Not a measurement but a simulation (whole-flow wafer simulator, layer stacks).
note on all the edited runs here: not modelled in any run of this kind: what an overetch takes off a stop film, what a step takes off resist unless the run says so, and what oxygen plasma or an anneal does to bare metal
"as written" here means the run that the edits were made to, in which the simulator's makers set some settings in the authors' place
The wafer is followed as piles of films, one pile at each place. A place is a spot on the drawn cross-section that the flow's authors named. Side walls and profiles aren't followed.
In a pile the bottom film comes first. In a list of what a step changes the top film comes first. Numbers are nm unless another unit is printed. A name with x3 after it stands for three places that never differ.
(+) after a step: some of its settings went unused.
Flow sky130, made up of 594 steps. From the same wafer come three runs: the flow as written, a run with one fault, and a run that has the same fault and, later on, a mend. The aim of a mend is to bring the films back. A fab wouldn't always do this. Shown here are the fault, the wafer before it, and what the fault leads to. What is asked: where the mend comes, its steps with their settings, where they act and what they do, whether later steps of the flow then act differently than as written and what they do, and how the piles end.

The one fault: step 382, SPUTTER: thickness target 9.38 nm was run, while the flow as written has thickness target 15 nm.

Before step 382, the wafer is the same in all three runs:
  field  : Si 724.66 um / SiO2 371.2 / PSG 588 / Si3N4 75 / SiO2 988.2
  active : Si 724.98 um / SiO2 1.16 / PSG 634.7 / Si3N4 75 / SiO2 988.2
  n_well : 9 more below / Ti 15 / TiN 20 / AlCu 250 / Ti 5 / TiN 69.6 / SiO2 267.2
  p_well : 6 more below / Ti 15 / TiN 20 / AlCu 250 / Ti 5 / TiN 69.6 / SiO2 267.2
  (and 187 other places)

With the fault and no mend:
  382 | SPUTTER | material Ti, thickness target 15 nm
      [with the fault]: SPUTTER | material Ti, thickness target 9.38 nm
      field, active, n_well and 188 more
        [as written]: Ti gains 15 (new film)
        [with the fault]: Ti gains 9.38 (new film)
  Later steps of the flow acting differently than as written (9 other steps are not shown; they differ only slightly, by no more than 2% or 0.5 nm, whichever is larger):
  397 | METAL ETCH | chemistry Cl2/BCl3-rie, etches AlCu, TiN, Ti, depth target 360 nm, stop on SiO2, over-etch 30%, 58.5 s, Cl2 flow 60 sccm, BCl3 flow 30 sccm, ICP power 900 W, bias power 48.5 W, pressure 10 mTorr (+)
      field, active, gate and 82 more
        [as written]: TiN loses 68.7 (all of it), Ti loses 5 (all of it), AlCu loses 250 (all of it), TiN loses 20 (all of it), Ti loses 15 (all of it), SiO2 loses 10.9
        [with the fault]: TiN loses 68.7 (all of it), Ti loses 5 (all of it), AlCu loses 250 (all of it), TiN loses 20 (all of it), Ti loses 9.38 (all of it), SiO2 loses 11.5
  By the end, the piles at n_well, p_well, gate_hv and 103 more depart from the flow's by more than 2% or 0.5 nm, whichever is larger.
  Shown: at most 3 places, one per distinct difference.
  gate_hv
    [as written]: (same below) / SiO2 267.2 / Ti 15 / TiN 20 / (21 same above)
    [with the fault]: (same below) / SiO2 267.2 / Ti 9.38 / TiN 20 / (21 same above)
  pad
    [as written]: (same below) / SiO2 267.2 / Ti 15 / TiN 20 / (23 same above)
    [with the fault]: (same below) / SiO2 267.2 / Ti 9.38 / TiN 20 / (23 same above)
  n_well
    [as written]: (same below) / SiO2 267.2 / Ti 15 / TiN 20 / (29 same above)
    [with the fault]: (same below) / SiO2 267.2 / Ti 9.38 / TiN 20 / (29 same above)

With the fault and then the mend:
  After step 382 comes the mend.
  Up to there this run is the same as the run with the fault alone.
  382a | SPUTTER | material Ti, thickness target 5.62 nm (the flow's step 382, run once more with other settings)
      field, active, n_well and 188 more
        Ti gains 5.62
  Every later step of the flow that is run acts as written at every place that is followed.
  The piles end the same as the flow's at every place that both follow.
